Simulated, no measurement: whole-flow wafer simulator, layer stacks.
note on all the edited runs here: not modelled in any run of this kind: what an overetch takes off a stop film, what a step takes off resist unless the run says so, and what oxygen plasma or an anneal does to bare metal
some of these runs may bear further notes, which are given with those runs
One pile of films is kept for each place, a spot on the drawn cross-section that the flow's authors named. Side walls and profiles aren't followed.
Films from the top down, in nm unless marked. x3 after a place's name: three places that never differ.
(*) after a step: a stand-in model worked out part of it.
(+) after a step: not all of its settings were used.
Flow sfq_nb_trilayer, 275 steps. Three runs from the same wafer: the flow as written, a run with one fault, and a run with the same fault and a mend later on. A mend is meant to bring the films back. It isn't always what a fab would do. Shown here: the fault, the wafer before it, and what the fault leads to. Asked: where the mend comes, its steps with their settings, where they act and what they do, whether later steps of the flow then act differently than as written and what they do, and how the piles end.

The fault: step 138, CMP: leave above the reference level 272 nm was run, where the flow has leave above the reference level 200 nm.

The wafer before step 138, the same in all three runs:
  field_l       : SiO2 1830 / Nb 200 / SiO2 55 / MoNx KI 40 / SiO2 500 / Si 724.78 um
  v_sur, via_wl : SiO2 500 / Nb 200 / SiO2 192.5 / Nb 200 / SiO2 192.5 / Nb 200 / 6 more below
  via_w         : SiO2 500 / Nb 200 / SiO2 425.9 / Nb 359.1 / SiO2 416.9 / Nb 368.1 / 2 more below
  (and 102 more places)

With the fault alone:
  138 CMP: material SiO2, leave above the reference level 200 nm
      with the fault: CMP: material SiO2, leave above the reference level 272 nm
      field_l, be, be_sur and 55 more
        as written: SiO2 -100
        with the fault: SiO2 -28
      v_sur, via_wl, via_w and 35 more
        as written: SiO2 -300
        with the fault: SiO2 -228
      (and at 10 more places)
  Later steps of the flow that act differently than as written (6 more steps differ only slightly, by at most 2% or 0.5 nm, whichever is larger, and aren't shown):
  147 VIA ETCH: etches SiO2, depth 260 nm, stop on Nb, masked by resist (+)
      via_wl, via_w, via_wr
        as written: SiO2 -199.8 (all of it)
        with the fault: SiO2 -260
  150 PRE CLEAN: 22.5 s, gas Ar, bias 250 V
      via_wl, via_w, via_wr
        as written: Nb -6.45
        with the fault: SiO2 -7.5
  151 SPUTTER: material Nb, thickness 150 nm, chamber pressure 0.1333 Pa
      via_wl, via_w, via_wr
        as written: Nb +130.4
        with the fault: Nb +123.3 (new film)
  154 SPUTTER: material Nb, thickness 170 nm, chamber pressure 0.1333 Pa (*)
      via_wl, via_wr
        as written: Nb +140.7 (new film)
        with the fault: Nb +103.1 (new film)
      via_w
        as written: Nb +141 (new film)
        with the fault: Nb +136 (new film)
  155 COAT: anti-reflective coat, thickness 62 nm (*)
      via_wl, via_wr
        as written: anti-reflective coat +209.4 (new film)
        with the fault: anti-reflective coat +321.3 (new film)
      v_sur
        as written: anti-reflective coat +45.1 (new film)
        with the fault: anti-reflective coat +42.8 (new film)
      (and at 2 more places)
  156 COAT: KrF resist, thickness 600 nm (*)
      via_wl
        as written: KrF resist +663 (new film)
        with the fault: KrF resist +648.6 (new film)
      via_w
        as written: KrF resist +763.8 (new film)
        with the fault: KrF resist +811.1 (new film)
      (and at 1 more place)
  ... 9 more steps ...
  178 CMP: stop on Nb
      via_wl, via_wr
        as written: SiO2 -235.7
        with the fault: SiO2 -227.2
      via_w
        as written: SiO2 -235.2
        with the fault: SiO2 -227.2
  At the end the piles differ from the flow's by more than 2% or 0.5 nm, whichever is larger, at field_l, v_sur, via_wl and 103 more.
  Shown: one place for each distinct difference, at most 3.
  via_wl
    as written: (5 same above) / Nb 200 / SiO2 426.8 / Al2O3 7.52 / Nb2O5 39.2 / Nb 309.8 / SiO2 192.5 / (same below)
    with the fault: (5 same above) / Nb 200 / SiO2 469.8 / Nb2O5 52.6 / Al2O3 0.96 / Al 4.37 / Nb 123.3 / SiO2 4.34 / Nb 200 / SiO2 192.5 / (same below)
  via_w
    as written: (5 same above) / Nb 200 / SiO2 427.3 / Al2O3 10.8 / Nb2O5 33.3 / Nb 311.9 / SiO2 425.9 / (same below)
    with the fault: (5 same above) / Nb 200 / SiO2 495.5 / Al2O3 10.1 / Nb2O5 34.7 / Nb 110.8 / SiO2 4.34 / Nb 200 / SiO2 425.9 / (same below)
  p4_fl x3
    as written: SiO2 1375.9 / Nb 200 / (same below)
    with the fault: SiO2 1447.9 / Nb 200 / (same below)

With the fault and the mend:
  The mend comes after step 145.
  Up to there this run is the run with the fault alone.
  145a STRIP: over-ash 65%, gas O2, power 200 W (*)
      field_l, v_sur, via_sp and 100 more
        KrF resist -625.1 (all of it), anti-reflective coat -62 (all of it)
      via_wl, via_w, via_wr
        anti-reflective coat -62 (all of it)
  145b CMP: material SiO2, leave above the reference level 200 nm (the flow's step 138 once more)
      field_l, v_sur, via_wl and 103 more
        SiO2 -72
  145c COAT: anti-reflective coat, thickness 62 nm (the flow's step 140 once more)
      field_l, v_sur, via_wl and 103 more
        anti-reflective coat +62 (new film)
  145d COAT: KrF resist, thickness 650 nm (the flow's step 141 once more)
      field_l, v_sur, via_wl and 103 more
        KrF resist +650 (new film)
  145e SOFTBAKE: KrF resist (the flow's step 142 once more)
      changes no film at any place that is followed
  145f EXPOSE: photomask I4, dose 11.93 mJ/cm2, NA 0.6, wavelength 248 nm (*) (the flow's step 143 once more)
      changes no film at any place that is followed
  145g PEB: KrF resist, 90 s (the flow's step 144 once more)
      field_l, v_sur, via_wl and 103 more
        KrF resist -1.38
  145h DEVELOP: KrF resist, thickness 650 nm, 60 s (the flow's step 145 once more)
      field_l, v_sur, via_sp and 100 more
        KrF resist -23.5
      via_wl, via_w, via_wr
        KrF resist -648.6 (all of it)
  No later step of the flow acts differently than as written at any place that is followed.
  At the end the piles are the same as the flow's at every place that both follow.
